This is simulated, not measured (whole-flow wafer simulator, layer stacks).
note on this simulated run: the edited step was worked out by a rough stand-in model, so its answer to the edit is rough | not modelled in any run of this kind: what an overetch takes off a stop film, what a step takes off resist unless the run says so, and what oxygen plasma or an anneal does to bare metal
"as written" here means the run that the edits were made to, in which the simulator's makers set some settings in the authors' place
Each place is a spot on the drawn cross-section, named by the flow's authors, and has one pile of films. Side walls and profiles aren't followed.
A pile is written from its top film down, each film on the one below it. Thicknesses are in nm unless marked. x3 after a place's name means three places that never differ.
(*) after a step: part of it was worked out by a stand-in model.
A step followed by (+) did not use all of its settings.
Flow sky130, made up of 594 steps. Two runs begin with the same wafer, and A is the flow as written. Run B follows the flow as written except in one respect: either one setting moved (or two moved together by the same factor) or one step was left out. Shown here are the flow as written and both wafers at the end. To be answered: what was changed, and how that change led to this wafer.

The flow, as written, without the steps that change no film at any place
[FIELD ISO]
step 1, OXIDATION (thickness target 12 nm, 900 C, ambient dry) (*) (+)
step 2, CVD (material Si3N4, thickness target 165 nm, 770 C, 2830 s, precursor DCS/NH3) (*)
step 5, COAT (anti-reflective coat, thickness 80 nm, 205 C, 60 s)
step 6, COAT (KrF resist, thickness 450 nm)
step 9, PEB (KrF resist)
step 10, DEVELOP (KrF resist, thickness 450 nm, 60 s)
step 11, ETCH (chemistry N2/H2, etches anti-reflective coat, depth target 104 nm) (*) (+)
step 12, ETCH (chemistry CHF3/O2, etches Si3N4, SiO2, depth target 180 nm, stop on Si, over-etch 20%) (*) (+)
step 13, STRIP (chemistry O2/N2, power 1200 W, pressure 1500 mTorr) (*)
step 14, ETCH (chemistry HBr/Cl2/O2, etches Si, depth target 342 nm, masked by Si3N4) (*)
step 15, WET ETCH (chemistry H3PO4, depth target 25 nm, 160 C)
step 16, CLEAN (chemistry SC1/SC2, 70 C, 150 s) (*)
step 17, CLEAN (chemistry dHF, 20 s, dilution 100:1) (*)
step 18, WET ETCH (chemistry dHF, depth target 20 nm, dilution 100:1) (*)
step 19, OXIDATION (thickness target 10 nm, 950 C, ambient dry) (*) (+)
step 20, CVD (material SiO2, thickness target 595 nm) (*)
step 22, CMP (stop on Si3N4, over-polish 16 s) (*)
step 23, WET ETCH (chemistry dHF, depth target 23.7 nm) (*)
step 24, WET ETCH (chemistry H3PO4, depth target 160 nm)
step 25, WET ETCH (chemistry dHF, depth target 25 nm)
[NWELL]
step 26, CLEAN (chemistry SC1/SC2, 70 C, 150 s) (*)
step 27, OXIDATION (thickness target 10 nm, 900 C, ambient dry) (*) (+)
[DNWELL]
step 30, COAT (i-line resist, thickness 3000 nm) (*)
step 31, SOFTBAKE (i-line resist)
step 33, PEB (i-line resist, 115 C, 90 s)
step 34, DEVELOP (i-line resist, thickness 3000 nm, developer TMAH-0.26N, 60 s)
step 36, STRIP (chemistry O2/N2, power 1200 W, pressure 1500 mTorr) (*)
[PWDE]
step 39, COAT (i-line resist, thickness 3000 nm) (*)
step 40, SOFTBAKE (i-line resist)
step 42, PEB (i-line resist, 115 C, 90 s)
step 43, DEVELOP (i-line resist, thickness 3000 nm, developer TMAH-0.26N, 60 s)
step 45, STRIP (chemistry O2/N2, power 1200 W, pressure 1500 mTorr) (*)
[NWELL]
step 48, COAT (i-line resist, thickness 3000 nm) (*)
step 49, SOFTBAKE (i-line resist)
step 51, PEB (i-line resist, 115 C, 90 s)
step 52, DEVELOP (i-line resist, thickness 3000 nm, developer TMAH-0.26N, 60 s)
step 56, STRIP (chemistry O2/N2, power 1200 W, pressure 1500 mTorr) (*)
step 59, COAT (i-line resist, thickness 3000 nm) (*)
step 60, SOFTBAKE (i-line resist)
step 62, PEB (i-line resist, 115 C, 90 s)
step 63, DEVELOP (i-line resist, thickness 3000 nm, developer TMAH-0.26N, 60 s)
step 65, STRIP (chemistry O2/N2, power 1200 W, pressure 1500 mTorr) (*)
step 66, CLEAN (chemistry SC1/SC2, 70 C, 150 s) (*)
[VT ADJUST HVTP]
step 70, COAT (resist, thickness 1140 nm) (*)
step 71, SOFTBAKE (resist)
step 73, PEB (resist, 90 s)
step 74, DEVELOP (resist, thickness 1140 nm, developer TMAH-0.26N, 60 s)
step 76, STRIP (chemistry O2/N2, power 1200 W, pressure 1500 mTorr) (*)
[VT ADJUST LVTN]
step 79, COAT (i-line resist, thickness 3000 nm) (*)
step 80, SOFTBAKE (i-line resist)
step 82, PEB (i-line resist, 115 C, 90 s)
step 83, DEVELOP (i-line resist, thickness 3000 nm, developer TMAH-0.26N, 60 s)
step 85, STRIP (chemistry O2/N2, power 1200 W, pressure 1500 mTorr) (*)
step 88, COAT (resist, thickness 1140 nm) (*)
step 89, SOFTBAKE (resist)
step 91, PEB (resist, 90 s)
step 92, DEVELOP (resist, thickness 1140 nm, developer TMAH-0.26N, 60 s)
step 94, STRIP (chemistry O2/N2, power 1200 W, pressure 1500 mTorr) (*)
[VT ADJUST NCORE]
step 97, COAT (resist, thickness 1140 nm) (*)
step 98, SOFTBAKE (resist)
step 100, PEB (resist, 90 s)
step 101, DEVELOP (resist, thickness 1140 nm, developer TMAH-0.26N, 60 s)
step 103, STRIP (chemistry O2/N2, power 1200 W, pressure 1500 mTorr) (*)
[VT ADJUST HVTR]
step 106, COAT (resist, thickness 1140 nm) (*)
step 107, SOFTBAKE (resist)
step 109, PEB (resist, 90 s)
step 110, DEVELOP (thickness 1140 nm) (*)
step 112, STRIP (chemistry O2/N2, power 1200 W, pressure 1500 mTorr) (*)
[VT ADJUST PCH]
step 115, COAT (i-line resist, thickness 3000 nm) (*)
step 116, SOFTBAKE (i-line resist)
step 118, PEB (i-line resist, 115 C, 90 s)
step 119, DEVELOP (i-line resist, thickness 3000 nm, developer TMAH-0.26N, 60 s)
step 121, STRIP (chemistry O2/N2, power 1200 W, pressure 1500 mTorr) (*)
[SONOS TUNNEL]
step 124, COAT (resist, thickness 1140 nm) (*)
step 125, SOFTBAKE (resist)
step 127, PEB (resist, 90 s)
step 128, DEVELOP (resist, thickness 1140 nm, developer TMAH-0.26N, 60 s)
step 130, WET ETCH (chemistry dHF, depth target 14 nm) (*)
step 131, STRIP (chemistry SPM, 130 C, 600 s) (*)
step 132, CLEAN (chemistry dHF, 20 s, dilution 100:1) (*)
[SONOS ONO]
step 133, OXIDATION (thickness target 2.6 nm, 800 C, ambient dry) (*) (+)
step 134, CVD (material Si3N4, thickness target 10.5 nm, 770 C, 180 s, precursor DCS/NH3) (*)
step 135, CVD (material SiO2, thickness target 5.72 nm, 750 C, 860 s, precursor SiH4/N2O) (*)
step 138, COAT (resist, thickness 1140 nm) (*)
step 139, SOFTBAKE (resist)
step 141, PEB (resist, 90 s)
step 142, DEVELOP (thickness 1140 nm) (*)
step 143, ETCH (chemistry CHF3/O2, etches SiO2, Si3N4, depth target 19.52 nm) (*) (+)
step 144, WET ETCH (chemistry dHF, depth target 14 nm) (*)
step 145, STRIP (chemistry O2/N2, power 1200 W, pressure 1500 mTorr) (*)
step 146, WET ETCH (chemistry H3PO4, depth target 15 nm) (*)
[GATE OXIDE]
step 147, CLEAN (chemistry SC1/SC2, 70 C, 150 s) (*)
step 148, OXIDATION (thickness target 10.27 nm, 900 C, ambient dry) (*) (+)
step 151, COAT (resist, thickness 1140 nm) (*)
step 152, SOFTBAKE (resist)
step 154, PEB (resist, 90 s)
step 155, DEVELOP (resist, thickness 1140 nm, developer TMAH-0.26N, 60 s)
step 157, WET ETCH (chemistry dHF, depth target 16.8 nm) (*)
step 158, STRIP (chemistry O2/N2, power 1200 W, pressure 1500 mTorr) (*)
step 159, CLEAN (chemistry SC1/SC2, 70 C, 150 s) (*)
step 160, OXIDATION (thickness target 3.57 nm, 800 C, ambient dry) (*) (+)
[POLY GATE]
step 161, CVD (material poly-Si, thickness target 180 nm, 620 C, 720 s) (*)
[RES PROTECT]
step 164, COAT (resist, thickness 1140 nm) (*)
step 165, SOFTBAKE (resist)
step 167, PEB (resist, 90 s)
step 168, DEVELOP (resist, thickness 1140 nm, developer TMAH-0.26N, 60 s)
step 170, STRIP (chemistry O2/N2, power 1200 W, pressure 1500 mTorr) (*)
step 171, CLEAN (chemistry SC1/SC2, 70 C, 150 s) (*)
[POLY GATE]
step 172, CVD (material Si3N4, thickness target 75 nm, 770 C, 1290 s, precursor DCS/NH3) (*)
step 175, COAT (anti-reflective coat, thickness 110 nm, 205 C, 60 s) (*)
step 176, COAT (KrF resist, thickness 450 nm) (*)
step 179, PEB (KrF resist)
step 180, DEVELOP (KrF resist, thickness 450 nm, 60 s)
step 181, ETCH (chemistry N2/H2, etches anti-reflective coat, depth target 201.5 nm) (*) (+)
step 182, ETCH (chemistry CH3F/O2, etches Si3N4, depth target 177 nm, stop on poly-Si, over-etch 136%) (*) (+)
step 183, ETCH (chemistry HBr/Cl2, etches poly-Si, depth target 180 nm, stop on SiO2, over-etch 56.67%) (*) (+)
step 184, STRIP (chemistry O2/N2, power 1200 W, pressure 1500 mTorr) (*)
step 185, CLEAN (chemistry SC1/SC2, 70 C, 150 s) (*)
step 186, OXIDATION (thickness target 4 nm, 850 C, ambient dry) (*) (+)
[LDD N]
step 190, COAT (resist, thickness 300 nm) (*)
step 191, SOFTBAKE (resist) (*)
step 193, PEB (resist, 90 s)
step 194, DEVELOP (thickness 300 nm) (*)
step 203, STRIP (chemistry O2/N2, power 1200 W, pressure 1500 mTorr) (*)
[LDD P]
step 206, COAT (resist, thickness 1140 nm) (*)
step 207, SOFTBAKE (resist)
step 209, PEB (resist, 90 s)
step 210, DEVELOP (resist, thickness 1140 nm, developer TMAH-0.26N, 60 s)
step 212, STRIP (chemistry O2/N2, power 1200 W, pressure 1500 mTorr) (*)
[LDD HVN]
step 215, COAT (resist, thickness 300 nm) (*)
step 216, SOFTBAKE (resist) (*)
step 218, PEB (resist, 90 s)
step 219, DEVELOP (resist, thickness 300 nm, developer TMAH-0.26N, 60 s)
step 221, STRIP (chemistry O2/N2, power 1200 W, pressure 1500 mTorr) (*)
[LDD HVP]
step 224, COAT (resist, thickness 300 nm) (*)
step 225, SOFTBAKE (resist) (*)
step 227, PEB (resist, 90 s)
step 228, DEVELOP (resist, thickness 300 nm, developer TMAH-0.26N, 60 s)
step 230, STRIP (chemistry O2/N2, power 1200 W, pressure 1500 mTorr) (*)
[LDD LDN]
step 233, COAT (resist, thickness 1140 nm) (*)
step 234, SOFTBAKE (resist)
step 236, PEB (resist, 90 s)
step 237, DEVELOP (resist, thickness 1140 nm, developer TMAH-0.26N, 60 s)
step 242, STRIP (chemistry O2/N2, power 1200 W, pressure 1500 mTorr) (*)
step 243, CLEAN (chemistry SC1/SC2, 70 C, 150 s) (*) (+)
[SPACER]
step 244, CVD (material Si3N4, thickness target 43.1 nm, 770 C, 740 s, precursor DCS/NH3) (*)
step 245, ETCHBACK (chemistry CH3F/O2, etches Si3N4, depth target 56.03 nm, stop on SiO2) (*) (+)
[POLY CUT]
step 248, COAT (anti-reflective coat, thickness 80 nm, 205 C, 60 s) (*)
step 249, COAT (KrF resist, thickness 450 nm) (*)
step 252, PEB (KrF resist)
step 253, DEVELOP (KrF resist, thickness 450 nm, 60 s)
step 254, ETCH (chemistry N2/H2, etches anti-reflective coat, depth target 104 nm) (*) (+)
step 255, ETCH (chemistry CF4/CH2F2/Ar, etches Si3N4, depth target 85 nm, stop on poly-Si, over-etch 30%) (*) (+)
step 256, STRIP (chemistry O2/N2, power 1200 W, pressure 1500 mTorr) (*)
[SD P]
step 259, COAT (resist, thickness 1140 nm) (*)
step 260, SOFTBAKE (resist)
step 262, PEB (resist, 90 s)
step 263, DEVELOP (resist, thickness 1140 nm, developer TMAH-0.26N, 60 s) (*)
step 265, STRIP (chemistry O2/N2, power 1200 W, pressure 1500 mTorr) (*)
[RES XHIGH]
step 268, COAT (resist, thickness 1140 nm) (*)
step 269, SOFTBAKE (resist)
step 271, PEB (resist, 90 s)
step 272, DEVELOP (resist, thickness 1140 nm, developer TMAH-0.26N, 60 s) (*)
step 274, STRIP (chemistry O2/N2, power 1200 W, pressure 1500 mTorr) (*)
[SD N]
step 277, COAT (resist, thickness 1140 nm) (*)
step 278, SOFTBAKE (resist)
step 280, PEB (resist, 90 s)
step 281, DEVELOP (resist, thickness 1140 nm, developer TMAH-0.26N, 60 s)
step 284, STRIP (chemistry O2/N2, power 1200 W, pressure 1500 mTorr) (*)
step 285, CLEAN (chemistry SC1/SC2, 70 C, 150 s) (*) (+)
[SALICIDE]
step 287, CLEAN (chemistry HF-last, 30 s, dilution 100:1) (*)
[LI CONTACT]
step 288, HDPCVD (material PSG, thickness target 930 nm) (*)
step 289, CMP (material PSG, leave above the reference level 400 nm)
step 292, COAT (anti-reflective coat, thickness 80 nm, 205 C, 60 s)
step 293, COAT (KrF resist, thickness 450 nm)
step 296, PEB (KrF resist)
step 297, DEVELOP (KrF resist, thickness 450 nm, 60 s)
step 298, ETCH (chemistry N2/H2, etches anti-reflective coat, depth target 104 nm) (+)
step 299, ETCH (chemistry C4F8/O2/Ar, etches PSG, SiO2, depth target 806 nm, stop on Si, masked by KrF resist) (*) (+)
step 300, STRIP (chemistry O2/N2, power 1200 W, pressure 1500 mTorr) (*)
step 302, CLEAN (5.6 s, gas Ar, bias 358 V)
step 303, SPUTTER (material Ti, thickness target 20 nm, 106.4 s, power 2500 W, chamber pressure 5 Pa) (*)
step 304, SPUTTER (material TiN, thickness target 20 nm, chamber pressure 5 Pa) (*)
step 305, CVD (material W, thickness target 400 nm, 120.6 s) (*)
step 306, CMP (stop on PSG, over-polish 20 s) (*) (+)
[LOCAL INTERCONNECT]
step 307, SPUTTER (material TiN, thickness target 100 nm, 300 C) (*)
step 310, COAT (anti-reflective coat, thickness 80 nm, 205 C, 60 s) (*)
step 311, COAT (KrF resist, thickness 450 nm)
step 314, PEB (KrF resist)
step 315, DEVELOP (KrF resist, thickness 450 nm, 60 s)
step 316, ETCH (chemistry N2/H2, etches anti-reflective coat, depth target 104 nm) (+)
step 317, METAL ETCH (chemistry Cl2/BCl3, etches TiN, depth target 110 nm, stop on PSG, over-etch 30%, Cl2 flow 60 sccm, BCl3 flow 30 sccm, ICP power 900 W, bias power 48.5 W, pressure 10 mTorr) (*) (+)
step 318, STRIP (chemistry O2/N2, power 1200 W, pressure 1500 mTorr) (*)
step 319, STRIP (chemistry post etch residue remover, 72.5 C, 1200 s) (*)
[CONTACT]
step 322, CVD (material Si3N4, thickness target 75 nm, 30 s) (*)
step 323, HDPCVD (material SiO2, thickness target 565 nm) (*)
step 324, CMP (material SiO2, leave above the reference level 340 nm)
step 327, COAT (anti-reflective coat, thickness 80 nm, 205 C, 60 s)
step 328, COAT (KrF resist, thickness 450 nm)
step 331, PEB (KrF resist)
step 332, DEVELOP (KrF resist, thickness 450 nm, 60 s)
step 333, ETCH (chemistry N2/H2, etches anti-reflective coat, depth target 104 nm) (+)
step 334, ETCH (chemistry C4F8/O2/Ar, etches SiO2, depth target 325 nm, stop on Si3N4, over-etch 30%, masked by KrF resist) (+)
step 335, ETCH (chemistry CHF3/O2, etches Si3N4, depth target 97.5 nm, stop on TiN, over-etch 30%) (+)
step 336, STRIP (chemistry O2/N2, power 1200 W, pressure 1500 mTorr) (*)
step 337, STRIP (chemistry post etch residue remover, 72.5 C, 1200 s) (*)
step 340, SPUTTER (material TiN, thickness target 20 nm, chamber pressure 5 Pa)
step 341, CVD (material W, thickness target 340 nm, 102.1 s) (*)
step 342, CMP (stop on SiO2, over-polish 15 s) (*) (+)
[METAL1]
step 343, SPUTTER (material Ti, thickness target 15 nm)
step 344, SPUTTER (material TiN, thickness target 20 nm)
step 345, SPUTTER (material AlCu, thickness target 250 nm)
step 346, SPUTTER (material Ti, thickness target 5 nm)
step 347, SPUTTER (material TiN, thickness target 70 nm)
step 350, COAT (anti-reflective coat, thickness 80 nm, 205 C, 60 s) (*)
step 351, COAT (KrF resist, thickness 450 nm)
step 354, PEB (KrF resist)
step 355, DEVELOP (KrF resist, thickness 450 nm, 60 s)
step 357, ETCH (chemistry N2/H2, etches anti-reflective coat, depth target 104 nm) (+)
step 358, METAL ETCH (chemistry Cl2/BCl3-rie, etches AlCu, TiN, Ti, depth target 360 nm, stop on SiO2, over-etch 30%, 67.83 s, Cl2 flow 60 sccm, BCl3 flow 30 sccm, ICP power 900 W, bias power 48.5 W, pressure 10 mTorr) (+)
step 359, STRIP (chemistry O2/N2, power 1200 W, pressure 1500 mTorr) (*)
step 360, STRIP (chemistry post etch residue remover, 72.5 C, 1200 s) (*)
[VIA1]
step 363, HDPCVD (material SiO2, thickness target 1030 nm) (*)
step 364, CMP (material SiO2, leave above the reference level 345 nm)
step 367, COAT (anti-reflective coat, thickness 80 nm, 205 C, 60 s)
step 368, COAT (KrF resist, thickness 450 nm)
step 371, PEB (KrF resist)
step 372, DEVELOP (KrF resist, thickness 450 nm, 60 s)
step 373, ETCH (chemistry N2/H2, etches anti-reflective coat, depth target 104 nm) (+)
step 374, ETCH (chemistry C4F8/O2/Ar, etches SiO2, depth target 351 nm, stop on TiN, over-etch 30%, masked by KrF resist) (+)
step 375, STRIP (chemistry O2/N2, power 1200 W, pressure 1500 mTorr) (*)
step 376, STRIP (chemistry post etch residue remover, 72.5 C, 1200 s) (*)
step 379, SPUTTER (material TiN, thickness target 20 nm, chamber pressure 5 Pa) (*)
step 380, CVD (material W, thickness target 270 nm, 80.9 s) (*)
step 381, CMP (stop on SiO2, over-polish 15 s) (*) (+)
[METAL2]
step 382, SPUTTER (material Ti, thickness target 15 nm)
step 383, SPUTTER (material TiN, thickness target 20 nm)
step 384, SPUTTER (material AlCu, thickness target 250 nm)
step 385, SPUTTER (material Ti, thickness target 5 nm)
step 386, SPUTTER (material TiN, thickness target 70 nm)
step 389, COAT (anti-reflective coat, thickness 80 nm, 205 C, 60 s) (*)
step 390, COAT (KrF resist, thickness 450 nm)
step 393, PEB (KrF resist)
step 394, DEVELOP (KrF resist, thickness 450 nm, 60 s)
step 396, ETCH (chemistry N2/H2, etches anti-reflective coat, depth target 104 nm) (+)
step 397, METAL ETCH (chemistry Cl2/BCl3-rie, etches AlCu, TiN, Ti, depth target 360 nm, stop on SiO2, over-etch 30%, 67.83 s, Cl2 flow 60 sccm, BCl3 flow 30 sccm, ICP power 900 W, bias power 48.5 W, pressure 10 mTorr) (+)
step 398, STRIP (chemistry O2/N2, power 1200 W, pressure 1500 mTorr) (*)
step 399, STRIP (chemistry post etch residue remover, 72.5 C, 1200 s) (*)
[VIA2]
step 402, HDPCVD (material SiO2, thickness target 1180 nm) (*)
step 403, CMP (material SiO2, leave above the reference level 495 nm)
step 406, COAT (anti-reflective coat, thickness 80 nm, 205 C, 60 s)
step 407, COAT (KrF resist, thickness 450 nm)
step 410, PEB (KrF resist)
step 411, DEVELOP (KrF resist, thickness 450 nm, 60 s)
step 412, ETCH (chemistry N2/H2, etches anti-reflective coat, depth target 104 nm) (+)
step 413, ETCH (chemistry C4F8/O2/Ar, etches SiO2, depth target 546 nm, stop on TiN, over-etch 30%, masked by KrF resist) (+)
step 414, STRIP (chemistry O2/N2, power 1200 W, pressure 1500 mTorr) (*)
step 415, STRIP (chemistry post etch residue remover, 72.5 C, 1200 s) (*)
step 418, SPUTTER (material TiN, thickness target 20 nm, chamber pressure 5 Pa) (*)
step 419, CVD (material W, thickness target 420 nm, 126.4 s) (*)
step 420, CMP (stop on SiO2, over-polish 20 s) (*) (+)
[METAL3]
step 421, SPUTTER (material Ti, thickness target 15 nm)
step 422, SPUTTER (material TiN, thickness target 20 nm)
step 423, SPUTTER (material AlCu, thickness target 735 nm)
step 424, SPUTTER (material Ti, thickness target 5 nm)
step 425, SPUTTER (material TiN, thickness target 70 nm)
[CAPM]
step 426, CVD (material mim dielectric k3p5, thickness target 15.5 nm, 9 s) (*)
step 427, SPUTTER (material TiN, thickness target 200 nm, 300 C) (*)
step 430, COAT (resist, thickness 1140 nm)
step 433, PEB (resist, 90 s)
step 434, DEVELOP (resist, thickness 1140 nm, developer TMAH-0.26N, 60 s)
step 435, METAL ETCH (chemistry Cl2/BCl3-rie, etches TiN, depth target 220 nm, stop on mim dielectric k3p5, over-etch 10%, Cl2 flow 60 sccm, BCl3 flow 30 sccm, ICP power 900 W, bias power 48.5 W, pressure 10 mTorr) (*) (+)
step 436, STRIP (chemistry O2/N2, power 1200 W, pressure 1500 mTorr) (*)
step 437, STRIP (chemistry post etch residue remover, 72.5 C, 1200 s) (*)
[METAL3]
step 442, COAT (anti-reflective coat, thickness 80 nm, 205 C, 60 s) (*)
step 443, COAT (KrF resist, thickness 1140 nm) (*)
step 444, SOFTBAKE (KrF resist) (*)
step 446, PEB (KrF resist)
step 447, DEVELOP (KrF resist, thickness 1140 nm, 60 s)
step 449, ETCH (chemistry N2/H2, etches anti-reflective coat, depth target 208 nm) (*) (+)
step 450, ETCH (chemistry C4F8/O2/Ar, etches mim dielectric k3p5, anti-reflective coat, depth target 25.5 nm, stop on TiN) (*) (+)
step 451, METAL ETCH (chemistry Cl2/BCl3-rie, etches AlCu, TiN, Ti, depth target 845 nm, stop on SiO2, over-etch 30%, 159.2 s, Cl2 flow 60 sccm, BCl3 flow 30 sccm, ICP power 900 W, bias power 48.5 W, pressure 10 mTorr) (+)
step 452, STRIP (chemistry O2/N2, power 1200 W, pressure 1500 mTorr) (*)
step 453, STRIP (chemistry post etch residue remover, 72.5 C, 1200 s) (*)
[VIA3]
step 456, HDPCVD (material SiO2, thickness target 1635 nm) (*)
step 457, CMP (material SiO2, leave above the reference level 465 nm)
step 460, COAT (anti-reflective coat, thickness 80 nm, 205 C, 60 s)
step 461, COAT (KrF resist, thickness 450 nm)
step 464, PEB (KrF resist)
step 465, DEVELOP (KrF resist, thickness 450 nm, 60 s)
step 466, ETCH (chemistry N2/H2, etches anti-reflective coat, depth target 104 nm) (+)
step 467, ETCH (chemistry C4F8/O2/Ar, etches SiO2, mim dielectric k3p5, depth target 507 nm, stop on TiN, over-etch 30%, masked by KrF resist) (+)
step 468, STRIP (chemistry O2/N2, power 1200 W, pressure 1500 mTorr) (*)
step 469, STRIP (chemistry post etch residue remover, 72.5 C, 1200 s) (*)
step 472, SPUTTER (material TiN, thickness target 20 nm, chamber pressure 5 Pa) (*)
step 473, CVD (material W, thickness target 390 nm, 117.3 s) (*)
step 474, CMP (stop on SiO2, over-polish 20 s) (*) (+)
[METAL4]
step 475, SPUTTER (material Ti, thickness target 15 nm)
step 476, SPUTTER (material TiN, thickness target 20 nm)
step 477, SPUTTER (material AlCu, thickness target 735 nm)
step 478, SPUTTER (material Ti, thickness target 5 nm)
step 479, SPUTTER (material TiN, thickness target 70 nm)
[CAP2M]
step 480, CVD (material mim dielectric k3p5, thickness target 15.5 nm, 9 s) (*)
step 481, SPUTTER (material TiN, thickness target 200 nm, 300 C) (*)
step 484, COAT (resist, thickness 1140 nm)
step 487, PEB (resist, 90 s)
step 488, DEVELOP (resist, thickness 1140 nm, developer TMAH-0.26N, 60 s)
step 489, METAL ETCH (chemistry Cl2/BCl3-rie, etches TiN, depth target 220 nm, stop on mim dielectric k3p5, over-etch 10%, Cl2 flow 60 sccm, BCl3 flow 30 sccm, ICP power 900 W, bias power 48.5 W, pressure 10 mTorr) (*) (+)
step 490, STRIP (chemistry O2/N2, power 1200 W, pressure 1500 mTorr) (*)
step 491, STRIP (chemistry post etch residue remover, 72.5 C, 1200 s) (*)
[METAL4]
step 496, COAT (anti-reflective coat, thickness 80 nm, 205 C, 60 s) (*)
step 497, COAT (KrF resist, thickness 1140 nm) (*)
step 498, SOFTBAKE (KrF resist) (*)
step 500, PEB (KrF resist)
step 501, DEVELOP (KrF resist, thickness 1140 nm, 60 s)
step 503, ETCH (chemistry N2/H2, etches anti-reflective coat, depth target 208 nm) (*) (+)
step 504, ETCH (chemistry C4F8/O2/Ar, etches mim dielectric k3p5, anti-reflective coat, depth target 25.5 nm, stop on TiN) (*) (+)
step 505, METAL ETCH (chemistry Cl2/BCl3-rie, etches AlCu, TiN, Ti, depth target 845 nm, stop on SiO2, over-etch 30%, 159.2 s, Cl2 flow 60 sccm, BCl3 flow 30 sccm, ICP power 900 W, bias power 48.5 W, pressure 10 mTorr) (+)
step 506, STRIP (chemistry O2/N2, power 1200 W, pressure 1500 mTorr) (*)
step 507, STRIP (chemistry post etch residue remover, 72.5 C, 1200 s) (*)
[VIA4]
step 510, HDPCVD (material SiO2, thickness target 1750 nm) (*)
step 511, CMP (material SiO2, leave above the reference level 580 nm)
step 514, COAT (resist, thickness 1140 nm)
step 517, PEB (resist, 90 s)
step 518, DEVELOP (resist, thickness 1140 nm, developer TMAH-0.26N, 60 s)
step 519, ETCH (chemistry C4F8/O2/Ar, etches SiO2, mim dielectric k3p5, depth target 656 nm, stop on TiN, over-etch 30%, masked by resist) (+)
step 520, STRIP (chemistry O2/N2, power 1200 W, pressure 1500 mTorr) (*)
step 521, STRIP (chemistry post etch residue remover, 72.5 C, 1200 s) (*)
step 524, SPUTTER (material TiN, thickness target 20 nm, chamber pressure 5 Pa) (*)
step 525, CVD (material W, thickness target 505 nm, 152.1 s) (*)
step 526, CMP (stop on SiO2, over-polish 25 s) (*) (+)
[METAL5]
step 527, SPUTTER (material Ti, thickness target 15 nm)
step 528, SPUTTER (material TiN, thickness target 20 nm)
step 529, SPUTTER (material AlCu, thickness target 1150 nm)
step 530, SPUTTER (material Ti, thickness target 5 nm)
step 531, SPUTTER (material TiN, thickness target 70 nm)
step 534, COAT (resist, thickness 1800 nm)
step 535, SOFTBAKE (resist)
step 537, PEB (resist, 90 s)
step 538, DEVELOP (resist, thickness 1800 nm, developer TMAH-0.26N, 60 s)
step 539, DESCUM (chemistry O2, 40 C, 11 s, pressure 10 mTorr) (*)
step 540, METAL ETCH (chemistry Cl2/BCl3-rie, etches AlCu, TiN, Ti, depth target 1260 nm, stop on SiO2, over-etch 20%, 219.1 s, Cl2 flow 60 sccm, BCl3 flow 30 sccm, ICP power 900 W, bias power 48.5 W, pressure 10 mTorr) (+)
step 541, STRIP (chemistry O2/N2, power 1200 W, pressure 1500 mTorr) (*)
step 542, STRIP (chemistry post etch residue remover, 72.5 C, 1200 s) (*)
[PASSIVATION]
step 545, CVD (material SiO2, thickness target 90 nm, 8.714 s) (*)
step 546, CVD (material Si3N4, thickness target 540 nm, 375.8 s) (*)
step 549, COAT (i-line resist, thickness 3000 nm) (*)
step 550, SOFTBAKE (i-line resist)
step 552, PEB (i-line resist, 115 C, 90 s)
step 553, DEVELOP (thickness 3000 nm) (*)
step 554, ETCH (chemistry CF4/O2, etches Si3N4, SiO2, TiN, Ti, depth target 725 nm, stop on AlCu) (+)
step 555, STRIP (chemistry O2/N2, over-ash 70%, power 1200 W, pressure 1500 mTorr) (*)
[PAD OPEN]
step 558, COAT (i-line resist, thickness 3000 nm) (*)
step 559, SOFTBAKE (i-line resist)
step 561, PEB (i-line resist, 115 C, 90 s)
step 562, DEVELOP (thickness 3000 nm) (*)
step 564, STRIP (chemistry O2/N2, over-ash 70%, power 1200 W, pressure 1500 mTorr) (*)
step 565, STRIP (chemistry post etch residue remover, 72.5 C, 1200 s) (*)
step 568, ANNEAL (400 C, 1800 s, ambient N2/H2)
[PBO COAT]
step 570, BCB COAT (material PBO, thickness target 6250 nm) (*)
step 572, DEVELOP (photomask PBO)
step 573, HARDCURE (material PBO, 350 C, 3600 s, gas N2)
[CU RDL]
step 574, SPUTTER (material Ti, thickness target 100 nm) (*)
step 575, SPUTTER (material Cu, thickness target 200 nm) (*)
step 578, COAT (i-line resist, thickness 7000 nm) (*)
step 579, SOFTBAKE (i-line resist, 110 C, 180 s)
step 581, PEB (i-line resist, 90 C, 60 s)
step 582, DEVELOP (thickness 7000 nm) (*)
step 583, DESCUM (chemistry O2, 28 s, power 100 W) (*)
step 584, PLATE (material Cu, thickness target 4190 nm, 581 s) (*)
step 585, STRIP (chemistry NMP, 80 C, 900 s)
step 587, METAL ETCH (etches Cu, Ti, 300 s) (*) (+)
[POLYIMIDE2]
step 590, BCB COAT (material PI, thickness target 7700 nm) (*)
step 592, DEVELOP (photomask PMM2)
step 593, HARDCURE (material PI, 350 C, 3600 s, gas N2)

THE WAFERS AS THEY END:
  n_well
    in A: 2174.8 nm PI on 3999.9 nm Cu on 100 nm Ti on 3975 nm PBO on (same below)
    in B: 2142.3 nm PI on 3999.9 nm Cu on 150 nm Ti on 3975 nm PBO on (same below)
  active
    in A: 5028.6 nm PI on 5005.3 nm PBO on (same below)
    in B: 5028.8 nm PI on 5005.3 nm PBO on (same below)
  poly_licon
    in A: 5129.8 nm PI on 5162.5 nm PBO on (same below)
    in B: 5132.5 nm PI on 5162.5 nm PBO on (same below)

Cause: step 574, SPUTTER: thickness target 150 nm was run, whereas the flow has thickness target 100 nm.
The wafer lets one read it off: n_well has Ti 150, and step 574 as written asks for 100 nm.

Step by step, how the change led to this:
  step 574, SPUTTER (material Ti, thickness target 100 nm) (*)
      field, active, n_well and 190 more: A Ti gains 100 (new film) | B Ti gains 150 (new film)
  step 587, METAL ETCH (etches Cu, Ti, 300 s) (*) (+)
      field, active, gate and 167 more: A Cu loses 200 (all of it), Ti loses 100 (all of it) | B Cu loses 200 (all of it), Ti loses 150 (all of it)
  step 590, BCB COAT (material PI, thickness target 7700 nm) (*)
      de16_gate_nw: A PI gains 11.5 um (new film) | B PI gains 11.55 um (new film)
